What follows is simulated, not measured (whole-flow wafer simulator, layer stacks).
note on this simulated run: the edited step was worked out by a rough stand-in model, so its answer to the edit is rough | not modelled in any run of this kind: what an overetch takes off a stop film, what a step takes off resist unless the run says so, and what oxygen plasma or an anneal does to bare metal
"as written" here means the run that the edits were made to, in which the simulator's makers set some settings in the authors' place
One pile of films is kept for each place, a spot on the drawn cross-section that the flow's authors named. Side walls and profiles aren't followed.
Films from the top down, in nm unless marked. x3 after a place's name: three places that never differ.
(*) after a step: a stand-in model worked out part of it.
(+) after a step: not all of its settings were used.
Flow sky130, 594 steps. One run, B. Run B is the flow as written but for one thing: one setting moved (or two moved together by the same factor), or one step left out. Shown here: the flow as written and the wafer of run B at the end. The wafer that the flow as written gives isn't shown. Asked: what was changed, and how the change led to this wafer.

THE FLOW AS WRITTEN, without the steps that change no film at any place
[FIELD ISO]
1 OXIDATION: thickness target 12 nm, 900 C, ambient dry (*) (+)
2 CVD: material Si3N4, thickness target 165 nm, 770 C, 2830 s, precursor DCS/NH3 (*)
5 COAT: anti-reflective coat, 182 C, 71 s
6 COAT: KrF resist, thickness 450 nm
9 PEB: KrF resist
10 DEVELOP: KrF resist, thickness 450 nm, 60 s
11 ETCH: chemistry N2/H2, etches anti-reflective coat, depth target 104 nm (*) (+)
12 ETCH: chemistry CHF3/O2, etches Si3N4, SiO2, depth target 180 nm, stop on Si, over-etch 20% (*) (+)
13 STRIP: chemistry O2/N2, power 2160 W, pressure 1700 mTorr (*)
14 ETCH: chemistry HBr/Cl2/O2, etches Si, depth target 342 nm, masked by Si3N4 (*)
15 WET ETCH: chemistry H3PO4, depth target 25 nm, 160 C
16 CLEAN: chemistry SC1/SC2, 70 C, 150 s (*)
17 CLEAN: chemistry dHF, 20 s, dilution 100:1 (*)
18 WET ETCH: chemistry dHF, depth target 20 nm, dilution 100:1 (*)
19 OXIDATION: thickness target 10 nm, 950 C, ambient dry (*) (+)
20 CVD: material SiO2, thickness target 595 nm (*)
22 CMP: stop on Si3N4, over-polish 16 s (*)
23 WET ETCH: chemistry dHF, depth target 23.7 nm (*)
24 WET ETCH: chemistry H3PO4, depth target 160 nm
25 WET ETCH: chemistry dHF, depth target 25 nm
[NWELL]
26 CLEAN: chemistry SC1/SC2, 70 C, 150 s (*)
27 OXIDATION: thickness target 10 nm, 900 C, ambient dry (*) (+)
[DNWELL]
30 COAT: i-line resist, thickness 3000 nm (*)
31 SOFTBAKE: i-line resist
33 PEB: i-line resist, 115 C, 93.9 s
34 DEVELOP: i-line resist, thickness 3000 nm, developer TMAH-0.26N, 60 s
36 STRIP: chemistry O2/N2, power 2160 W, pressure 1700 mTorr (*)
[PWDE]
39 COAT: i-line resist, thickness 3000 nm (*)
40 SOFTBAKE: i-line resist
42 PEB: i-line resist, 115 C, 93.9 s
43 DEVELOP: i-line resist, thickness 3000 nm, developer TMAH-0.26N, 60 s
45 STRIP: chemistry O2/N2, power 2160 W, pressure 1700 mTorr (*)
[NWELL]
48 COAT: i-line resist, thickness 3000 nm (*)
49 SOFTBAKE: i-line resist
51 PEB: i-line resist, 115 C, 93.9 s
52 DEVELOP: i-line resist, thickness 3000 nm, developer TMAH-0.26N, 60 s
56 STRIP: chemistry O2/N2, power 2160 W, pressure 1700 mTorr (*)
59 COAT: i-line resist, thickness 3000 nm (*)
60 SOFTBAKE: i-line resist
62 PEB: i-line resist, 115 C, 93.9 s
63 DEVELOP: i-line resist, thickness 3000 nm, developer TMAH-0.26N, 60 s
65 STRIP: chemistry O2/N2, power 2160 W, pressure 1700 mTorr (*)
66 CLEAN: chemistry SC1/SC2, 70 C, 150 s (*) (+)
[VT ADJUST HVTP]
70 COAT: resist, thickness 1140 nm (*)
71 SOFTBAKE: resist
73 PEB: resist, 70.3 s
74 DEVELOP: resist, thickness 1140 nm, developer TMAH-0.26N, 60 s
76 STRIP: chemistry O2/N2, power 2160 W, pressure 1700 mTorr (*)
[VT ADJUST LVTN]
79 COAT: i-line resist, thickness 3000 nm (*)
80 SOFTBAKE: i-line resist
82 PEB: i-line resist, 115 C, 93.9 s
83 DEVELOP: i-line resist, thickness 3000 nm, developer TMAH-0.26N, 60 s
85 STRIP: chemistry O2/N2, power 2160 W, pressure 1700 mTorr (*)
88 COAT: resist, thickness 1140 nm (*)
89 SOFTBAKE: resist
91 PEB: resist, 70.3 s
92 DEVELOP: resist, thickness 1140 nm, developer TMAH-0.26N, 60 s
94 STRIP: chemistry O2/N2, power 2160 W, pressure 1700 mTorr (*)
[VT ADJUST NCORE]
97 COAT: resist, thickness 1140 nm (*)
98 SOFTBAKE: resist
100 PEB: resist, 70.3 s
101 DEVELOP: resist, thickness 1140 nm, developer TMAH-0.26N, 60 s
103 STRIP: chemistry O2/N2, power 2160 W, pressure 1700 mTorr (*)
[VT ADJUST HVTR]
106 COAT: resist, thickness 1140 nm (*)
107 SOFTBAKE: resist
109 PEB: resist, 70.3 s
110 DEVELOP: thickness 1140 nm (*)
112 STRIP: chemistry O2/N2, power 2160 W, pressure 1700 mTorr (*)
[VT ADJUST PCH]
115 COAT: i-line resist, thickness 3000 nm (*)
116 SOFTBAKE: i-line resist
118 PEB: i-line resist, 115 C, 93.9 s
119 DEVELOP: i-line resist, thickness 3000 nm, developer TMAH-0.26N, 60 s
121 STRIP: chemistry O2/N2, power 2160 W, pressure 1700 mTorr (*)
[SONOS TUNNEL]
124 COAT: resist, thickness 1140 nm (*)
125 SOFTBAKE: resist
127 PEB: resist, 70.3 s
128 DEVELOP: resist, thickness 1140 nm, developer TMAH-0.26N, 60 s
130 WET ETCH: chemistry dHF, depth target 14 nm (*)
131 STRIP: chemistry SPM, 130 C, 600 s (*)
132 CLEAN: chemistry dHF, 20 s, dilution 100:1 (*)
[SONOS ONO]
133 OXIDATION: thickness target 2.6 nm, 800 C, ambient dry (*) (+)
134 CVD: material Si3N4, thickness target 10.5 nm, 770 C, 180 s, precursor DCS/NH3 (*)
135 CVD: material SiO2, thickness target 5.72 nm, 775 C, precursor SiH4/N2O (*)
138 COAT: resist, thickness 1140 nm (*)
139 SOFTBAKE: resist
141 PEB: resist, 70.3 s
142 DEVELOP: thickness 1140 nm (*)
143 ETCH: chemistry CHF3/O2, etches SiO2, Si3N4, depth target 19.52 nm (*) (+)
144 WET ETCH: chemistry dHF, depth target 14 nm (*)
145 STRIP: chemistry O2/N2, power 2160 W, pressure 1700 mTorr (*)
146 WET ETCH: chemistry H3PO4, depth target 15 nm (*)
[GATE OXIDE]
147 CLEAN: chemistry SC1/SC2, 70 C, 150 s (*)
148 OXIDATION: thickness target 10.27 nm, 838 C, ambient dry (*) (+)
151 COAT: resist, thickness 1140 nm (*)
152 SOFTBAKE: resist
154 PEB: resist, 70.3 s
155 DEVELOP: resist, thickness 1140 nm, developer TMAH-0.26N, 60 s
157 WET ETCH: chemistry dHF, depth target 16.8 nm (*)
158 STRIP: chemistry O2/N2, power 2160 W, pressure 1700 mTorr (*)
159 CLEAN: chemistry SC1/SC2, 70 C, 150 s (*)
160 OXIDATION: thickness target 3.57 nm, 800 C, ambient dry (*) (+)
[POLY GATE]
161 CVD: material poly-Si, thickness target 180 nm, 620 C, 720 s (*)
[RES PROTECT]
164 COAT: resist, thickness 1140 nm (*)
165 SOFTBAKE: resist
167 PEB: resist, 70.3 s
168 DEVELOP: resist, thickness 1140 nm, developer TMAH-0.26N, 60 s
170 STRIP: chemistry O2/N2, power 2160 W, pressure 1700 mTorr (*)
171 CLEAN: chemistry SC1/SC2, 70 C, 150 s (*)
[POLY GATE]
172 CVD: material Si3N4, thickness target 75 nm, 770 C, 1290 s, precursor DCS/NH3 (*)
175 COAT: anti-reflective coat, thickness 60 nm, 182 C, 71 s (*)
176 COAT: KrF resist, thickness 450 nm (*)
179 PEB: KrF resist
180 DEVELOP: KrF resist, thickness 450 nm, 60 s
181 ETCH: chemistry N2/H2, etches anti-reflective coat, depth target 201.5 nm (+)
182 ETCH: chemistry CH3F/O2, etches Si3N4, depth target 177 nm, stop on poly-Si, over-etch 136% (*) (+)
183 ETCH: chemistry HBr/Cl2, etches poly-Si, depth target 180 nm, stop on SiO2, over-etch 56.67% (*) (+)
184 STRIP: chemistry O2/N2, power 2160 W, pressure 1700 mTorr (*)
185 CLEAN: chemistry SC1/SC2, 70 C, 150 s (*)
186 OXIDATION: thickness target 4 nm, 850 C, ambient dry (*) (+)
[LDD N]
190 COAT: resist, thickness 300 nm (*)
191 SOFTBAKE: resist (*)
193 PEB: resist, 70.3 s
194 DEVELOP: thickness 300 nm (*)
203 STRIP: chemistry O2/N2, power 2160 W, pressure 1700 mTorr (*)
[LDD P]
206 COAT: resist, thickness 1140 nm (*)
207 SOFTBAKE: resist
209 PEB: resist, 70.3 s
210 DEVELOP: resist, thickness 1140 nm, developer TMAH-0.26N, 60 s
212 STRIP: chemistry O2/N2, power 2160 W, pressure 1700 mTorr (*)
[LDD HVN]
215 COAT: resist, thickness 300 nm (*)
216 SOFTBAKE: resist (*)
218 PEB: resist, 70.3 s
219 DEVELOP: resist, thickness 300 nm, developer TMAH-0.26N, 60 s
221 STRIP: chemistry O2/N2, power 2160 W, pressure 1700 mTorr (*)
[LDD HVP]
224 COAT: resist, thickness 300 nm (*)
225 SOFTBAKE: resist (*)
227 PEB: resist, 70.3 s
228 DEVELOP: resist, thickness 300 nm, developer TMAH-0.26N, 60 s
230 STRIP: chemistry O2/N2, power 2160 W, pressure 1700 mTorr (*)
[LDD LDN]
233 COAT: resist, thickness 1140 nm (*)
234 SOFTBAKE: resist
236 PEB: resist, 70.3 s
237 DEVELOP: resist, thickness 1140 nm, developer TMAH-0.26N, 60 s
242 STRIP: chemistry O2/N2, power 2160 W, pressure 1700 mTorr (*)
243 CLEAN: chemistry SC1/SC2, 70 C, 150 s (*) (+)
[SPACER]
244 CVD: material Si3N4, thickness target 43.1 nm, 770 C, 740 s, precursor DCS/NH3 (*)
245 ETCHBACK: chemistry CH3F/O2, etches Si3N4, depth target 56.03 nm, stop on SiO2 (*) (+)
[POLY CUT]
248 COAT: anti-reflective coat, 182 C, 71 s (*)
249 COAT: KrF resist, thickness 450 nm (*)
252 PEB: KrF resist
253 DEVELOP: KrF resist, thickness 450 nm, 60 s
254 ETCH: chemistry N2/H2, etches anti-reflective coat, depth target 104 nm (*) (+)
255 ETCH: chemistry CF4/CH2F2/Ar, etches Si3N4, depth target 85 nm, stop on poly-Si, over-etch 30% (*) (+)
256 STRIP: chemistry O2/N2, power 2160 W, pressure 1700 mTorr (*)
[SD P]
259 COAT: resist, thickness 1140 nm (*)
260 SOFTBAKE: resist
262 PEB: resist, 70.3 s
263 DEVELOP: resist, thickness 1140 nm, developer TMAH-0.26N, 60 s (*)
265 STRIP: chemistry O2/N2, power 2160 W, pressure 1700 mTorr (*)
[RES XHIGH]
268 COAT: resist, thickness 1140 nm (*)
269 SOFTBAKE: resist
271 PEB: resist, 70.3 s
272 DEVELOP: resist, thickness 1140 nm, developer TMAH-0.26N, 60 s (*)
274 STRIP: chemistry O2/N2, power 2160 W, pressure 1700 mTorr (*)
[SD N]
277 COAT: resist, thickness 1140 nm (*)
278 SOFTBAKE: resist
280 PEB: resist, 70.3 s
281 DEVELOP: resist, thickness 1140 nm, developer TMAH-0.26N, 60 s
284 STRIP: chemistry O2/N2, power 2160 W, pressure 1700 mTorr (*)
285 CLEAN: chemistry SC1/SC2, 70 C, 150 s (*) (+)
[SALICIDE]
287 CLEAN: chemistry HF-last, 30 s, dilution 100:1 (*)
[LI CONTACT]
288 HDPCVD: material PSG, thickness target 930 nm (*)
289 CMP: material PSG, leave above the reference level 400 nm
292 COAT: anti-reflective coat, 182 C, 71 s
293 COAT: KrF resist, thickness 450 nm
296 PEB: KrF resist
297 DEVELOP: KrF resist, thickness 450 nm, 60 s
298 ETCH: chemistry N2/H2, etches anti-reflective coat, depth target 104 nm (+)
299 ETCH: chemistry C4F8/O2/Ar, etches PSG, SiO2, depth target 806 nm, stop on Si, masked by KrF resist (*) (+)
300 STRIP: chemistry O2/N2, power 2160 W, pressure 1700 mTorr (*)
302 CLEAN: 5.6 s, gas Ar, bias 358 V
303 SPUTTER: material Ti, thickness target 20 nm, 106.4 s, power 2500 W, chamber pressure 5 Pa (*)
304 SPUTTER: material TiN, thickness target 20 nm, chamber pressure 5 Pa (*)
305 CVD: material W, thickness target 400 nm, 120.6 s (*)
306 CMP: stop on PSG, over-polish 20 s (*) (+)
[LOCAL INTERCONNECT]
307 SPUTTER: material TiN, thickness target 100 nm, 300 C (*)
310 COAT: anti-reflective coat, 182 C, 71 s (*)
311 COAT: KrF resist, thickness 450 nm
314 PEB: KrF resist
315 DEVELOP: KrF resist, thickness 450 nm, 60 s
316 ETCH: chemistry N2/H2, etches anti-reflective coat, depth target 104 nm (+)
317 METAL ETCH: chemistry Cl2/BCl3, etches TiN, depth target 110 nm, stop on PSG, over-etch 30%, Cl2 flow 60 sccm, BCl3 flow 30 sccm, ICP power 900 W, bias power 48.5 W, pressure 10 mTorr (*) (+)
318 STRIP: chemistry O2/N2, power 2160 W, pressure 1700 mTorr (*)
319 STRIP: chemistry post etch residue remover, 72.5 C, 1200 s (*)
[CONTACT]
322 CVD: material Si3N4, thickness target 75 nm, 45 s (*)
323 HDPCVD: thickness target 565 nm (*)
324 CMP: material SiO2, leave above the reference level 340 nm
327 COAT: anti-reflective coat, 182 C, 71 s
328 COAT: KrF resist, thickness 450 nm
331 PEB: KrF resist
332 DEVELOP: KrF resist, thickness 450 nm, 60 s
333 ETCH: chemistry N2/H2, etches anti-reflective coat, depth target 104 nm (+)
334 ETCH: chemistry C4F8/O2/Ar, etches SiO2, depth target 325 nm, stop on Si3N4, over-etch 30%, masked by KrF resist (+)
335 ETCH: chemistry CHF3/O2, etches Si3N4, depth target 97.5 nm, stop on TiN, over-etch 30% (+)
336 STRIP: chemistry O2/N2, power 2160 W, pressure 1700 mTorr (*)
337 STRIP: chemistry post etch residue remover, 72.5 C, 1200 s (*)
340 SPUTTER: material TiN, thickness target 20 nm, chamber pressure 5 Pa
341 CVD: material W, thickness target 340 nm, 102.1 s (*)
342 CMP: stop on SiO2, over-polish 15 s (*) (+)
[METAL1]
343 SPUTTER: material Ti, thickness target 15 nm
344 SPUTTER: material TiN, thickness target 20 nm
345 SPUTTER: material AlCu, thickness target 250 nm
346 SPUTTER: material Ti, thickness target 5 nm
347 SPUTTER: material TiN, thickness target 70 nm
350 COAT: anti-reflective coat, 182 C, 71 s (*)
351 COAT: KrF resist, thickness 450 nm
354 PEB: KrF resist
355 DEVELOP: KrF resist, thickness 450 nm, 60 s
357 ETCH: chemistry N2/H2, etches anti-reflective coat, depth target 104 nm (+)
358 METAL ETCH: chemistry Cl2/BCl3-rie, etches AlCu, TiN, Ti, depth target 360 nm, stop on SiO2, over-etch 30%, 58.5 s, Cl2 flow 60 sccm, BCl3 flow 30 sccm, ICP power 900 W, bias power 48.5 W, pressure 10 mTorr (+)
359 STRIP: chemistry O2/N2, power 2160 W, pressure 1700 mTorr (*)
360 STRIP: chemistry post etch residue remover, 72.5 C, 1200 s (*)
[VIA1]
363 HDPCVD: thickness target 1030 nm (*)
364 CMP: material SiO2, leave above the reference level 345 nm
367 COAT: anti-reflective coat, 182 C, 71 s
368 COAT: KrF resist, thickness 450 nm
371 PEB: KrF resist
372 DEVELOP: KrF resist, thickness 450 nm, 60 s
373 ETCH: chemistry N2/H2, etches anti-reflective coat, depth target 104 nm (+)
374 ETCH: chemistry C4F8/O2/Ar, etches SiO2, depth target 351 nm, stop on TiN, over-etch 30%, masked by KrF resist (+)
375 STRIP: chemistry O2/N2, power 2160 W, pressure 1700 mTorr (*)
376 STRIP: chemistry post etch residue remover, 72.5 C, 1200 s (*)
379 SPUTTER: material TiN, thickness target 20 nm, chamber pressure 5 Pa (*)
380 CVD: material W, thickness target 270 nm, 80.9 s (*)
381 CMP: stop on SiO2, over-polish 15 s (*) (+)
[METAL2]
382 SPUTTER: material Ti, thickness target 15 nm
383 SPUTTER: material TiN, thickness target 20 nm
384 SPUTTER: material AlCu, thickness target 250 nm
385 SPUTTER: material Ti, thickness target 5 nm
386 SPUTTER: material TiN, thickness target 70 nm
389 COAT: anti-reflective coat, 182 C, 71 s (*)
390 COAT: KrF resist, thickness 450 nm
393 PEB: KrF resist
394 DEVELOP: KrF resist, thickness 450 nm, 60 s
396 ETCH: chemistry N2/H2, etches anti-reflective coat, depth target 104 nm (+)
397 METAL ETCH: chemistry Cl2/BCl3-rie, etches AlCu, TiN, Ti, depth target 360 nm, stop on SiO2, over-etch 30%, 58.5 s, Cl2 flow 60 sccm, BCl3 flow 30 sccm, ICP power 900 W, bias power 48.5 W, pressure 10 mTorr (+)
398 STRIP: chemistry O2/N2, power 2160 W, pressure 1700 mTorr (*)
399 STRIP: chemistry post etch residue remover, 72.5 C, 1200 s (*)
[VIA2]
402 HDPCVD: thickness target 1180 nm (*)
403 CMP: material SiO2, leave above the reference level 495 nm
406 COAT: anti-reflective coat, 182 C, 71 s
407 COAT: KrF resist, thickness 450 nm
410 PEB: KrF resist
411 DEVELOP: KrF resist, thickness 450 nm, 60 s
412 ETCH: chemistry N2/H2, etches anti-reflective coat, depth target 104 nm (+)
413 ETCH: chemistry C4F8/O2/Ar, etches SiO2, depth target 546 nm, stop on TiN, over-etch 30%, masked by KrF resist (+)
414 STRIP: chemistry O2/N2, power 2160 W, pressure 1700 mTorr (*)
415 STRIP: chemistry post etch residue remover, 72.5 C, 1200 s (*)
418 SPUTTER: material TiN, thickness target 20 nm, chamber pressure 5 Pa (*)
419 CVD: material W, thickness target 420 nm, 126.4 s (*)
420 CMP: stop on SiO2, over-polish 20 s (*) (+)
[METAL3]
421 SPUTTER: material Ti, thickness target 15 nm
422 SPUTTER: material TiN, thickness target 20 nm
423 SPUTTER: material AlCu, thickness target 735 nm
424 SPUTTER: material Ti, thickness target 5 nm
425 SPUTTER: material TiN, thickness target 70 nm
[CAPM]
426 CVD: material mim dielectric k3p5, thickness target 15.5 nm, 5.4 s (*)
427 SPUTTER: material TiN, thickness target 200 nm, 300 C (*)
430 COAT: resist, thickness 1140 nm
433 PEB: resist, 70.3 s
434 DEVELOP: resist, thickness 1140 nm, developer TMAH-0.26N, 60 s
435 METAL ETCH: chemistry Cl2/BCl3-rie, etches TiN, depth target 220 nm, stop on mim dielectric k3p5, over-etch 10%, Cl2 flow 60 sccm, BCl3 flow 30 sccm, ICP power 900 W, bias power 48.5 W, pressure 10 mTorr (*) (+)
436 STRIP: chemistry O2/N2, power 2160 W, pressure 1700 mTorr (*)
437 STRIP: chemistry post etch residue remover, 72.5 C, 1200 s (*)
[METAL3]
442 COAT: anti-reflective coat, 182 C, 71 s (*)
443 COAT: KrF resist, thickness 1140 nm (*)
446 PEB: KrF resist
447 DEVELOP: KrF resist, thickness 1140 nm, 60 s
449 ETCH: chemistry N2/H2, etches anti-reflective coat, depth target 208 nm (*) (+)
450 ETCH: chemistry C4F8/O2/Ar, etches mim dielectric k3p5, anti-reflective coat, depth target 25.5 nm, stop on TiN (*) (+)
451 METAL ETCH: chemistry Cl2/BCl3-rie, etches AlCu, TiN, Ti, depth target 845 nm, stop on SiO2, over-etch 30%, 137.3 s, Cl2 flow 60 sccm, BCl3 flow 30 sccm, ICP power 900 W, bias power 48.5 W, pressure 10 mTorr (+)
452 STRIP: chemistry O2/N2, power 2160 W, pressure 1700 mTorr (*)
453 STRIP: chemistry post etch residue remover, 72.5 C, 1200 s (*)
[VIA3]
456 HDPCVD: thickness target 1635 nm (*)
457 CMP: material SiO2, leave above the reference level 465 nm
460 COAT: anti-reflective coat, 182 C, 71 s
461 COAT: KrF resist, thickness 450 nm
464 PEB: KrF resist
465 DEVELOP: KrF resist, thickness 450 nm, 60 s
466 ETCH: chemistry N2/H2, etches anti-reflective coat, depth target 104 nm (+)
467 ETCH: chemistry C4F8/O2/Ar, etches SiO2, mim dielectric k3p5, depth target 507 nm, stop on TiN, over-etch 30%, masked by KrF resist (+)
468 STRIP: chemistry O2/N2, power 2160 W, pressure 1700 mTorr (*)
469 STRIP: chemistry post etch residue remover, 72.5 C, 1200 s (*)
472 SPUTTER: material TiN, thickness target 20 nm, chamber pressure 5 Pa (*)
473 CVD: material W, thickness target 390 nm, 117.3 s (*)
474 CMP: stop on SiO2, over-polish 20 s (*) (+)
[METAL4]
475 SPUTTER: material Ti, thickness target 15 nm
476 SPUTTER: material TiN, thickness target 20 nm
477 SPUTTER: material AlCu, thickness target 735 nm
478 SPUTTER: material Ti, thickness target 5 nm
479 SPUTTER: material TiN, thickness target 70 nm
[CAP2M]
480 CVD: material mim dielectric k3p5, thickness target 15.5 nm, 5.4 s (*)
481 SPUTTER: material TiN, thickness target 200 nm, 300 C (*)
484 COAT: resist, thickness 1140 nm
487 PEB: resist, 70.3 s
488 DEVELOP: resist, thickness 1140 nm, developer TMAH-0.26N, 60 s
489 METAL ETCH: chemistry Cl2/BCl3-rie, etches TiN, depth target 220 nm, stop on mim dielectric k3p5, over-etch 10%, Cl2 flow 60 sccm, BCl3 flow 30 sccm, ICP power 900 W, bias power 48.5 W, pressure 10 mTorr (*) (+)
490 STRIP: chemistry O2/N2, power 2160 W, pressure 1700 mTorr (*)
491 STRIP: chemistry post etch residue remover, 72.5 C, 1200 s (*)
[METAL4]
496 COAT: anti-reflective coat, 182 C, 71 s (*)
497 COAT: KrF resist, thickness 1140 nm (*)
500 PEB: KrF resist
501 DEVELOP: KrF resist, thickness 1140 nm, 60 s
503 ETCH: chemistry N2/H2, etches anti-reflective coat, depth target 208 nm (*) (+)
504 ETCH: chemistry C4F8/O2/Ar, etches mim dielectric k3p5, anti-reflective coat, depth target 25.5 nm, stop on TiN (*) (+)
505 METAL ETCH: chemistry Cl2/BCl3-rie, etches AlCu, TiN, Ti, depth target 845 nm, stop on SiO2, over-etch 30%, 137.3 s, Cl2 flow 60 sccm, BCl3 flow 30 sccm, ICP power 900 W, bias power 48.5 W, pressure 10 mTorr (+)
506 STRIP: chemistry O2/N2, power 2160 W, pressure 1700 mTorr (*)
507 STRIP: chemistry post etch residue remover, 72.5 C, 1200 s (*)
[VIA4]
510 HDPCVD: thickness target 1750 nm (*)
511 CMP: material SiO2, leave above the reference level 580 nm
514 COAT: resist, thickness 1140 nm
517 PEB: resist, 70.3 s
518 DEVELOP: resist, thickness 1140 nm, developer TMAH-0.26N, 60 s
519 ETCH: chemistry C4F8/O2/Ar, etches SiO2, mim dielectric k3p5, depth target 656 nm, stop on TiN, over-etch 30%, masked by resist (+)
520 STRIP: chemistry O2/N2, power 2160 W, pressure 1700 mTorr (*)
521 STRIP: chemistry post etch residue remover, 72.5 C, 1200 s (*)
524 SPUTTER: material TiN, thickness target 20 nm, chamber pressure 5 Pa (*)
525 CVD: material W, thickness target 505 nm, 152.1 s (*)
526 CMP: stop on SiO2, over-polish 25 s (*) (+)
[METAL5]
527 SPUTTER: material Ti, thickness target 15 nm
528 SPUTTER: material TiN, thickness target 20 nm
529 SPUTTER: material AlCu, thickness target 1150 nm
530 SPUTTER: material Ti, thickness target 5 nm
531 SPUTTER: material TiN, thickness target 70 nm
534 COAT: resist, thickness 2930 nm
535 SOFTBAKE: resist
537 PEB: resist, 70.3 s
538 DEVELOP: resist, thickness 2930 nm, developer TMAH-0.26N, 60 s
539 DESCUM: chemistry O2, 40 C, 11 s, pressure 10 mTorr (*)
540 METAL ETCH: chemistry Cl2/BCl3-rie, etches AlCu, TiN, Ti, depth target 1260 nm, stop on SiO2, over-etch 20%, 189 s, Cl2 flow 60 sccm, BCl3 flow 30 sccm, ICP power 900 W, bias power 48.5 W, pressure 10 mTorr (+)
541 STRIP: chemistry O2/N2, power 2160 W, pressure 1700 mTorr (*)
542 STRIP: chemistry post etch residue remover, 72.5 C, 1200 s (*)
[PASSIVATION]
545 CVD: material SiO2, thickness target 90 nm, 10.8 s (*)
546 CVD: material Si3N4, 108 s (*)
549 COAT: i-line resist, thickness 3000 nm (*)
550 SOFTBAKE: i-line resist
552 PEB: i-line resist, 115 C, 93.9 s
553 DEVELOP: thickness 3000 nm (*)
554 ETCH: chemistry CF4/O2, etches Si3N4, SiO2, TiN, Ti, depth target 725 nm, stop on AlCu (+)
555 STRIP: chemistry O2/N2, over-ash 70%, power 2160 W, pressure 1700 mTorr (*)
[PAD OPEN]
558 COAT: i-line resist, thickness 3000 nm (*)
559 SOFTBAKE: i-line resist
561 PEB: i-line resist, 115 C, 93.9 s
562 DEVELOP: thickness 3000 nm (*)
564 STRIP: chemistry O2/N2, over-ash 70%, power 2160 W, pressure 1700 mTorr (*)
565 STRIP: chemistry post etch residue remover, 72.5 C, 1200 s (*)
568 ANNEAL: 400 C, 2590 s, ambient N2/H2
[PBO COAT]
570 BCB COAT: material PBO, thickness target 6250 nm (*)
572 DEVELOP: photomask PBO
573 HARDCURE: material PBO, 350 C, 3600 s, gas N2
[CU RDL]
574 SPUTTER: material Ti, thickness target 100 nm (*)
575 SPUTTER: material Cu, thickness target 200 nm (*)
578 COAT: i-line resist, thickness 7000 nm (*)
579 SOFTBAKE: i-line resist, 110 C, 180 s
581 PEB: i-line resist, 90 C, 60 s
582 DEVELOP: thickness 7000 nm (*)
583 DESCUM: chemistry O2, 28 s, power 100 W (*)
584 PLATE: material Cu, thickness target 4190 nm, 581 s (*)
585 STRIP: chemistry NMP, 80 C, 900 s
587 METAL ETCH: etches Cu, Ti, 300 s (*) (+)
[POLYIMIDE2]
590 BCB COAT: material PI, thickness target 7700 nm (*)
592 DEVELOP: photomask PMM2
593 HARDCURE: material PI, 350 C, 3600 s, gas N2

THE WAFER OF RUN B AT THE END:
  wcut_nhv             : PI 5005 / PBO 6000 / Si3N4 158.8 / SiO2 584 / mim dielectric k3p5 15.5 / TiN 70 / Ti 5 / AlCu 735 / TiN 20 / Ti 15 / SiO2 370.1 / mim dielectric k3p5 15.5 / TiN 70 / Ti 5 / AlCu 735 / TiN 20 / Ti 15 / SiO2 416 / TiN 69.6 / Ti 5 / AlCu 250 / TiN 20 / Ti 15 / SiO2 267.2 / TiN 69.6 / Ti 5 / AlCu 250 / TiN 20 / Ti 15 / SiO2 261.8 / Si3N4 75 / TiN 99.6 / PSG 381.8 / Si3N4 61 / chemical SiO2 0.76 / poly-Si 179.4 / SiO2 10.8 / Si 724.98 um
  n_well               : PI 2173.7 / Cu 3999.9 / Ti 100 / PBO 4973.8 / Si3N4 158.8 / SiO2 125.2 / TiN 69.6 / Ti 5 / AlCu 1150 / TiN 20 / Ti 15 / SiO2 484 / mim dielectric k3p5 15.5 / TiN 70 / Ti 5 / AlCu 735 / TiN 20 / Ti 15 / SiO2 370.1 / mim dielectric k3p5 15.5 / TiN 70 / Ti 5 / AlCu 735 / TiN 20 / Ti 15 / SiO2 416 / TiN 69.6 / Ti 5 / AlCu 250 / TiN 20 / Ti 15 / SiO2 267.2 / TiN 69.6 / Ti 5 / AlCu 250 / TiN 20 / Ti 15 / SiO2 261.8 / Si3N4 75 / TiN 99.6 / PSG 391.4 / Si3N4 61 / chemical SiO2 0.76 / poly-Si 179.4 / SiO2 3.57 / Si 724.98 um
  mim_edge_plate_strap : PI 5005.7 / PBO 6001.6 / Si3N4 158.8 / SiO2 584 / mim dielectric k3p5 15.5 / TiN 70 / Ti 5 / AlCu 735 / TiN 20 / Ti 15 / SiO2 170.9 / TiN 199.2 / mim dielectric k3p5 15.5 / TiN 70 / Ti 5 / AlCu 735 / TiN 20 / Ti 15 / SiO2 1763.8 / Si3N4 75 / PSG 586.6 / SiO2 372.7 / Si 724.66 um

The cause: step 570, BCB COAT: thickness target 7500 nm was run, where the flow has thickness target 6250 nm.

How the change led to this, step by step:
  570 BCB COAT: material PBO, thickness target 6250 nm (*)
      dice_street, vpp_sp, vpp_ln and 71 more: PBO +7500 (new film) (as written it would be: PBO +6250 (new film))
      iso_guard_nw, gate_hv_sd, gate_p_g5v0_sd, active_p_g5v0, spacer_p_g5v0, field_nw_hv: PBO +7503.6 (new film) (as written it would be: PBO +6254.1 (new film))
      (and at 113 more places)
  572 DEVELOP: photomask PBO
      pad: PBO -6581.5 (all of it) (as written it would be: PBO -5331.8 (all of it))
  573 HARDCURE: material PBO, 350 C, 3600 s, gas N2
      dice_street, vpp_sp, vpp_ln and 71 more: PBO -1500 (as written it would be: PBO -1250)
      field, active, spacer, gate_lvt_sd, active_lvt, spacer_lvt: PBO -1501 (as written it would be: PBO -1251)
      (and at 112 more places)
  578 COAT: i-line resist, thickness 7000 nm (*)
      pad: i-line resist +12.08 um (new film) (as written it would be: i-line resist +11.08 um (new film))
  579 SOFTBAKE: i-line resist, 110 C, 180 s
      iso_guard: i-line resist -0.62 (as written it would be: i-line resist +0.37)
      npn_par_e: i-line resist -0.79 (as written it would be: i-line resist +0.13)
      (and at 67 more places)
  582 DEVELOP: thickness 7000 nm (*)
      pad: i-line resist -12.08 um (all of it) (as written it would be: i-line resist -11.08 um (all of it))
  590 BCB COAT: material PI, thickness target 7700 nm (*)
      pad: PI +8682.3 (new film) (as written it would be: PI +7682.4 (new film))
  592 DEVELOP: photomask PMM2
      pad: PI -8682.3 (all of it) (as written it would be: PI -7682.4 (all of it))
